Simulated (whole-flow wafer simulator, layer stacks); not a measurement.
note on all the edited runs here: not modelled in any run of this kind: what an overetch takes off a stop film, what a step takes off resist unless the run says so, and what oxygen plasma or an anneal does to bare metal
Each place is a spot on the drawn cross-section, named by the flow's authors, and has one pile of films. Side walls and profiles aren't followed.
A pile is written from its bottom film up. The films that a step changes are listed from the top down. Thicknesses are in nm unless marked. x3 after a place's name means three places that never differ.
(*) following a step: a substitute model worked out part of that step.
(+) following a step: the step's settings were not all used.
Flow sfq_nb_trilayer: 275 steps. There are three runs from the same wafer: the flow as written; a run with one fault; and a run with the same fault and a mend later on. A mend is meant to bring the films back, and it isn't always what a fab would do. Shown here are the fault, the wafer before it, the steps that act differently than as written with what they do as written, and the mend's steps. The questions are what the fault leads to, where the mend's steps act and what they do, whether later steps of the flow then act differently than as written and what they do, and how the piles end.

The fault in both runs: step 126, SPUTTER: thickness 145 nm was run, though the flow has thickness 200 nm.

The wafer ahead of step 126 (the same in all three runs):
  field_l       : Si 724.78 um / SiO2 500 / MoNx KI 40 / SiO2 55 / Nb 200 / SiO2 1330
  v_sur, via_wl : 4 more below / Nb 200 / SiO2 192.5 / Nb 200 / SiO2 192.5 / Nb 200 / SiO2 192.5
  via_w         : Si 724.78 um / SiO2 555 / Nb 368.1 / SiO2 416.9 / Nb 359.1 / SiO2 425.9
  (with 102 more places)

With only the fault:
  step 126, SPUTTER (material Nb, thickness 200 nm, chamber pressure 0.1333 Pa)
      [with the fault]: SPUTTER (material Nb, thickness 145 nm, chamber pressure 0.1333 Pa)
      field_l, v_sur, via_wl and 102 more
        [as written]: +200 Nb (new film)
        [with the fault]: +145 Nb (new film)
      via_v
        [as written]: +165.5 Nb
        [with the fault]: +119.7 Nb
  Steps later in the flow that act otherwise than as written (not shown: 4 more steps that differ only slightly, by at most 2% or 0.5 nm, whichever is larger):
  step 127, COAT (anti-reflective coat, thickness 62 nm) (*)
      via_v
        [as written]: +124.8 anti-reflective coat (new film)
        [with the fault]: +121.8 anti-reflective coat (new film)
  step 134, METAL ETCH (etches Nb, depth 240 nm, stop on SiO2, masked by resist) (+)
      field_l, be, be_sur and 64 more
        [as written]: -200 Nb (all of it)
        [with the fault]: -145 Nb (all of it)
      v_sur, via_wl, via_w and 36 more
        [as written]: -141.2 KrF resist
        [with the fault]: -127.9 KrF resist
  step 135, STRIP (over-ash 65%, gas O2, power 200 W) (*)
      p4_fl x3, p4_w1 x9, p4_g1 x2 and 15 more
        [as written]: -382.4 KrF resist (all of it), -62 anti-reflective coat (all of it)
        [with the fault]: -395.6 KrF resist (all of it), -62 anti-reflective coat (all of it)
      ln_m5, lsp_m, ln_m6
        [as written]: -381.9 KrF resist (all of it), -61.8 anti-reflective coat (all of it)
        [with the fault]: -395.2 KrF resist (all of it), -61.8 anti-reflective coat (all of it)
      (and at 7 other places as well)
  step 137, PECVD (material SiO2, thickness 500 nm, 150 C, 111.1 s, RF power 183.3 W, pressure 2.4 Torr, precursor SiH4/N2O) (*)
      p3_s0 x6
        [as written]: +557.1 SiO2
        [with the fault]: +502.1 SiO2
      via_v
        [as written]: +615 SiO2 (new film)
        [with the fault]: +600.3 SiO2 (new film)
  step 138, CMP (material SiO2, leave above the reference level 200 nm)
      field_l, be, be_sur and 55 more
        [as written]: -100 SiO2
        [with the fault]: -155 SiO2
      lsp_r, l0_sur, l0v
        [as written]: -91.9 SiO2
        [with the fault]: -149.1 SiO2
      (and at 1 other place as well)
  The piles end different from the flow's at v_sur, via_wl, via_w and 86 more by more than 2% or 0.5 nm, whichever is larger.
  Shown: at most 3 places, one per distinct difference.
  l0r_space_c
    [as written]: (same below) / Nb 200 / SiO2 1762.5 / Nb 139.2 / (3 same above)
    [with the fault]: (same below) / Nb 200 / SiO2 1707.5 / Nb 139.2 / (3 same above)
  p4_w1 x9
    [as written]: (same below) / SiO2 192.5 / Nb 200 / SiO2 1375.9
    [with the fault]: (same below) / SiO2 192.5 / Nb 145 / SiO2 1375.9
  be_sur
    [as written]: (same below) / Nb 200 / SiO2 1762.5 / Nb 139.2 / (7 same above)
    [with the fault]: (same below) / Nb 200 / SiO2 1707.5 / Nb 139.2 / (7 same above)

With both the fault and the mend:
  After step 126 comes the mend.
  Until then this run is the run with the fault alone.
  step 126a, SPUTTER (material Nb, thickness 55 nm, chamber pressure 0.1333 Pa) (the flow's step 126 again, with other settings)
      field_l, v_sur, via_wl and 102 more
        +55 Nb
      via_v
        +42.9 Nb
  Later steps of the flow that are run all act as written at every place that is followed, up to a difference of at most 2% or 0.5 nm, whichever is larger.
  At the end the piles are close to the flow's at the places that both follow, differing by at most 2% or 0.5 nm, whichever is larger.
